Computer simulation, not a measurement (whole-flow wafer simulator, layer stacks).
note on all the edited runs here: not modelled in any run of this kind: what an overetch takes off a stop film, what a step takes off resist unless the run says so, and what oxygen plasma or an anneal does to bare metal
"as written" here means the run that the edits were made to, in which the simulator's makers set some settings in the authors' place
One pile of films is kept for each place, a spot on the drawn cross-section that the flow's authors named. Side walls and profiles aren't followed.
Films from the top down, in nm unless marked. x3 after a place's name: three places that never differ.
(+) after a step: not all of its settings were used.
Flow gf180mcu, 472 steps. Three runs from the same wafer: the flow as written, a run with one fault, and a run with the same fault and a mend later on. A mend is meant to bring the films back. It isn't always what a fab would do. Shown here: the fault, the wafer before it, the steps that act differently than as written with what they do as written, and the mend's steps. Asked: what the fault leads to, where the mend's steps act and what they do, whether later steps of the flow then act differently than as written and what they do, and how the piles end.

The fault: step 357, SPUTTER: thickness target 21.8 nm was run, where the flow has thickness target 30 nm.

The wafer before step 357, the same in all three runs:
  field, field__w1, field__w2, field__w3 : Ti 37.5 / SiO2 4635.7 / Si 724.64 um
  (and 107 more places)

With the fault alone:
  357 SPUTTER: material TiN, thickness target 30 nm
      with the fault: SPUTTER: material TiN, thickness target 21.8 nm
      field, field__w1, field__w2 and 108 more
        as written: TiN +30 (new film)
        with the fault: TiN +21.8 (new film)
  Later steps of the flow that act differently than as written:
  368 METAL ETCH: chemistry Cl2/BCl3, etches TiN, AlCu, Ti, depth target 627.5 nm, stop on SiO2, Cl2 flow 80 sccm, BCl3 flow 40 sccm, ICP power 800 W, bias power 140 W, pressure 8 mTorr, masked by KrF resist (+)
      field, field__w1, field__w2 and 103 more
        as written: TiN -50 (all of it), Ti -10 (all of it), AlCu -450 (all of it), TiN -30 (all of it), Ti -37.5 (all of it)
        with the fault: TiN -50 (all of it), Ti -10 (all of it), AlCu -450 (all of it), TiN -21.8 (all of it), Ti -37.5 (all of it)
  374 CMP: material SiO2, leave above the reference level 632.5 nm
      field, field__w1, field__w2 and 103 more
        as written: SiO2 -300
        with the fault: SiO2 -308.2
  At the end the piles differ from the flow's by more than 2% or 0.5 nm, whichever is larger, at field__w8, contact, m1, m1__w1, m1_nw.
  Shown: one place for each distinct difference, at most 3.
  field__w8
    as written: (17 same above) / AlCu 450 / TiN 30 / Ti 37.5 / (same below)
    with the fault: (17 same above) / AlCu 450 / TiN 21.8 / Ti 37.5 / (same below)
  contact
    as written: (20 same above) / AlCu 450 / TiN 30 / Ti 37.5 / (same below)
    with the fault: (20 same above) / AlCu 450 / TiN 21.8 / Ti 37.5 / (same below)

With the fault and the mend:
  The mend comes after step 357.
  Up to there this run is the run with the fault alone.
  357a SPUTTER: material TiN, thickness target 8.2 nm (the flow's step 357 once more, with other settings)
      field, field__w1, field__w2 and 108 more
        TiN +8.2
  No later step of the flow acts differently than as written at any place that is followed.
  At the end the piles are the same as the flow's at every place that both follow.
